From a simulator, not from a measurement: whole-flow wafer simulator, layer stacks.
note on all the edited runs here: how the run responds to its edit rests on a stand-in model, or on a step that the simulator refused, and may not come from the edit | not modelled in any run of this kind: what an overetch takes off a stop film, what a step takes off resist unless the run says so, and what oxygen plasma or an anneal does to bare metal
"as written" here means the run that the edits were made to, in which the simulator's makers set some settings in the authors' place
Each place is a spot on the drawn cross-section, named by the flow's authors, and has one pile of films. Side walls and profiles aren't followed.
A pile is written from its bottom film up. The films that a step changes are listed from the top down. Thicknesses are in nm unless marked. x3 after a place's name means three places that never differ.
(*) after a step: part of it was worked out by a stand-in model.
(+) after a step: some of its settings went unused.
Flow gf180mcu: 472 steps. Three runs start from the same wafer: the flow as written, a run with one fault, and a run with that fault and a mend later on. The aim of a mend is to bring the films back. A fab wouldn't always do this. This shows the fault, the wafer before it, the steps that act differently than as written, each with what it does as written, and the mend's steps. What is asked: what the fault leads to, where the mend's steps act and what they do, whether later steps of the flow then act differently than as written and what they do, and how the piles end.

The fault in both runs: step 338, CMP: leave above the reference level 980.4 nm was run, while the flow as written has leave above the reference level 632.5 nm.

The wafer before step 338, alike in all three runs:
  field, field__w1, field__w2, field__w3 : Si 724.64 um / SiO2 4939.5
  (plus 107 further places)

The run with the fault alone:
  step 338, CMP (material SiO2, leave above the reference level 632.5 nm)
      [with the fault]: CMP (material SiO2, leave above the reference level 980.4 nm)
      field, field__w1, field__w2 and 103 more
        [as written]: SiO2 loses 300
        [with the fault]: nothing
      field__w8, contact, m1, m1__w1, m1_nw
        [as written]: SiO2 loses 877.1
        [with the fault]: SiO2 loses 529.2
  Later steps of the flow acting differently than as written (7 more steps, not shown, differ only slightly: by at most 2% or 0.5 nm, whichever is larger):
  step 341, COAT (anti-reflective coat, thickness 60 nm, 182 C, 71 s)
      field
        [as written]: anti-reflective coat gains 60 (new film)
        [with the fault]: anti-reflective coat gains 79.1 (new film)
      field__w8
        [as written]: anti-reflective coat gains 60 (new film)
        [with the fault]: anti-reflective coat gains 33.4 (new film)
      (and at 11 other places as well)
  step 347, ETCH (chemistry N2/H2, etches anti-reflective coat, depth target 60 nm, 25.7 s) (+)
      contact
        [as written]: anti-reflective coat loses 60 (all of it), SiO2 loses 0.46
        [with the fault]: anti-reflective coat loses 35.5 (all of it), SiO2 loses 1.09
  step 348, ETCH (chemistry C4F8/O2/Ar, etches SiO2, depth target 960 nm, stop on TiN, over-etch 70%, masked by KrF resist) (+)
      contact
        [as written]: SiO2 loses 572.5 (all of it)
        [with the fault]: SiO2 loses 919.7 (all of it)
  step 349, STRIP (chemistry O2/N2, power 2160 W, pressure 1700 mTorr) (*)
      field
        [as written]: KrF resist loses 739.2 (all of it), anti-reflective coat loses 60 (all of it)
        [with the fault]: KrF resist loses 729.9 (all of it), anti-reflective coat loses 79.1 (all of it)
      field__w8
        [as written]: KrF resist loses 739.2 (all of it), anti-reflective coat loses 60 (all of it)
        [with the fault]: KrF resist loses 734.4 (all of it), anti-reflective coat loses 33.4 (all of it)
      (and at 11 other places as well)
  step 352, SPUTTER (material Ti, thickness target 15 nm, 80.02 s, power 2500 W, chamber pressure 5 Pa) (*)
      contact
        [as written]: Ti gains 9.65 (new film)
        [with the fault]: Ti gains 8.11 (new film)
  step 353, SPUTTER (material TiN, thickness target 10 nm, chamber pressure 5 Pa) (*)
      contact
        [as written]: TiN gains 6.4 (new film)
        [with the fault]: TiN gains 5.38 (new film)
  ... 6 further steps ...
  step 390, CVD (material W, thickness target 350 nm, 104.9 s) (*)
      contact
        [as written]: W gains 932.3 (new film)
        [with the fault]: W gains 978.5 (new film)
  By the end, the piles at field, field__w1, field__w2 and 109 more depart from the flow's by more than 2% or 0.5 nm, whichever is larger.
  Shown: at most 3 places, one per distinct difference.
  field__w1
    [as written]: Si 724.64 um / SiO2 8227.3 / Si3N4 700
    [with the fault]: Si 724.64 um / SiO2 8573.3 / Si3N4 700
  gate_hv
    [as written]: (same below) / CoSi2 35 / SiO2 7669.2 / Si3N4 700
    [with the fault]: (same below) / CoSi2 35 / SiO2 8015.2 / Si3N4 700
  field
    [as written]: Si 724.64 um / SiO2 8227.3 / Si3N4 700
    [with the fault]: Si 724.64 um / SiO2 8573.4 / Si3N4 700

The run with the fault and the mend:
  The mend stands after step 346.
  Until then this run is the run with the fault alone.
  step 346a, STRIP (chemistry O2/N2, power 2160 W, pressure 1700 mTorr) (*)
      iso_ptap_pw, iso_ntap_nw, iso_nw_fld and 33 more
        KrF resist loses 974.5 (all of it), anti-reflective coat loses 60 (all of it)
      field_sub, field_sub__w1, field_sub__w2 and 14 more
        KrF resist loses 974.9 (all of it), anti-reflective coat loses 60.1 (all of it)
      field__w6, field__w7, field__w11 and 6 more
        KrF resist loses 975 (all of it), anti-reflective coat loses 60.1 (all of it)
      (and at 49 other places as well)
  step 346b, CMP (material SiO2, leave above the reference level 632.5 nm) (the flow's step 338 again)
      field, field__w1, field__w2 and 103 more
        SiO2 loses 300
      field__w8, contact, m1, m1__w1, m1_nw
        SiO2 loses 347.9
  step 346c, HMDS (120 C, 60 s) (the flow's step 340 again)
      leaves every film unchanged at each place that is followed
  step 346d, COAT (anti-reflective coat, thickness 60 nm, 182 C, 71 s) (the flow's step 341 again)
      field, field__w1, field__w2 and 108 more
        anti-reflective coat gains 60 (new film)
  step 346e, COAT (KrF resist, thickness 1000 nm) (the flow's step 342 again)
      field, field__w1, field__w2 and 108 more
        KrF resist gains 1000 (new film)
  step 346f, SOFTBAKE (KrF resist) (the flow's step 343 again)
      leaves every film unchanged at each place that is followed
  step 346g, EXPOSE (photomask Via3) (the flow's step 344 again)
      leaves every film unchanged at each place that is followed
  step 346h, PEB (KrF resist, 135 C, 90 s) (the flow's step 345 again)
      field, field__w1, field__w2 and 108 more
        KrF resist loses 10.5
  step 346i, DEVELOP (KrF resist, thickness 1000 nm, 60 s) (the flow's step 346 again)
      field, field__w1, field__w2 and 107 more
        KrF resist loses 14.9
      contact
        KrF resist loses 989.5 (all of it)
  Later steps of the flow that are run all act as written at every place that is followed.
  At every place that both follow, the piles at the end match the flow's.
